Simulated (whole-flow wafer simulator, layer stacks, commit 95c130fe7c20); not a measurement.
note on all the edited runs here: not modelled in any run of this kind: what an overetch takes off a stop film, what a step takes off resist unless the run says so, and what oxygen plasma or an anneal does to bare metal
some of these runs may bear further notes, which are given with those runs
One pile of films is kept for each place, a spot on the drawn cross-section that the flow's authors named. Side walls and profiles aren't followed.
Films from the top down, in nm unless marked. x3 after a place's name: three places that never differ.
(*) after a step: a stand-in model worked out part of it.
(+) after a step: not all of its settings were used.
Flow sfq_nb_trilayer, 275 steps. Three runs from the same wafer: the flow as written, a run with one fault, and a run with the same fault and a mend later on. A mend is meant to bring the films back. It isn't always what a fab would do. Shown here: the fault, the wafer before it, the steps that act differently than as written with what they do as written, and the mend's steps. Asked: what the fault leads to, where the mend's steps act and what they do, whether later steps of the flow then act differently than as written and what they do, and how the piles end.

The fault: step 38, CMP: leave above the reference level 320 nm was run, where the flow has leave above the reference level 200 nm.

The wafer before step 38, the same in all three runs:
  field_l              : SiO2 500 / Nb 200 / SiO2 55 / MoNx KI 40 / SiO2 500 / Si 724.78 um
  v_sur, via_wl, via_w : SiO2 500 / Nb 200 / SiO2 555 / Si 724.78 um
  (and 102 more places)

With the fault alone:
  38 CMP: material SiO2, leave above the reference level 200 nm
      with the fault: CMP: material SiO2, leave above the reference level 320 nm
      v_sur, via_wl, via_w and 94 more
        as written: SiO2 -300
        with the fault: SiO2 -180
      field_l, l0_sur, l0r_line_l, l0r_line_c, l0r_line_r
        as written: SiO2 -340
        with the fault: SiO2 -220
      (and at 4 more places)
  Later steps of the flow that act differently than as written (4 more steps differ only slightly, by at most 2% or 0.5 nm, whichever is larger, and aren't shown):
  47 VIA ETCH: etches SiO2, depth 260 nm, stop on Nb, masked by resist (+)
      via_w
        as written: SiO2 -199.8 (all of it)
        with the fault: SiO2 -260
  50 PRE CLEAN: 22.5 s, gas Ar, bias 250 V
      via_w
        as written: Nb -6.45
        with the fault: SiO2 -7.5
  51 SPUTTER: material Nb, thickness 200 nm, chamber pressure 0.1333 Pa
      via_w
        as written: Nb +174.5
        with the fault: Nb +163.1 (new film)
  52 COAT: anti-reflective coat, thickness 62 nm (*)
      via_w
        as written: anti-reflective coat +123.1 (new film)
        with the fault: anti-reflective coat +136.1 (new film)
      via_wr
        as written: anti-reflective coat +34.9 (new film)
        with the fault: anti-reflective coat +33.2 (new film)
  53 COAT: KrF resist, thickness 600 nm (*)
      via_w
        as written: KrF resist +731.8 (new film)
        with the fault: KrF resist +781.6 (new film)
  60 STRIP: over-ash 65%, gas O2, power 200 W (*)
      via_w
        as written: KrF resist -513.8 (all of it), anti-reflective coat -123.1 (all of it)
        with the fault: KrF resist -563.6 (all of it), anti-reflective coat -136.1 (all of it)
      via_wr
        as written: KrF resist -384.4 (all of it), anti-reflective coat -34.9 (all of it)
        with the fault: KrF resist -378.6 (all of it), anti-reflective coat -33.2 (all of it)
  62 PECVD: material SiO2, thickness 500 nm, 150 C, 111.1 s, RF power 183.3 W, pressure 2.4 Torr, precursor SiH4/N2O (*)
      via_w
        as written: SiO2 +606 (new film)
        with the fault: SiO2 +678.7 (new film)
  At the end the piles differ from the flow's by more than 2% or 0.5 nm, whichever is larger, at field_l, v_sur, via_wl and 103 more.
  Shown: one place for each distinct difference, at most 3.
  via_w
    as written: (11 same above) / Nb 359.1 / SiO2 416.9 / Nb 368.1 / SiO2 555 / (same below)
    with the fault: (11 same above) / Nb 359.1 / SiO2 489.6 / Nb 163.1 / SiO2 52.3 / Nb 200 / SiO2 555 / (same below)
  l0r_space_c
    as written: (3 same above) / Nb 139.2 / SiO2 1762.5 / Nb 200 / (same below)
    with the fault: (3 same above) / Nb 139.2 / SiO2 1882.5 / Nb 200 / (same below)
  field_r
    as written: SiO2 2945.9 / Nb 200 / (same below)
    with the fault: SiO2 3065.9 / Nb 200 / (same below)

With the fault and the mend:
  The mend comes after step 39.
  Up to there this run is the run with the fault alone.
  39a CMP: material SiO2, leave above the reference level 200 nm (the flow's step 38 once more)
      field_l, v_sur, via_wl and 103 more
        SiO2 -120
  No later step of the flow acts differently than as written at any place that is followed.
  At the end the piles are the same as the flow's at every place that both follow.
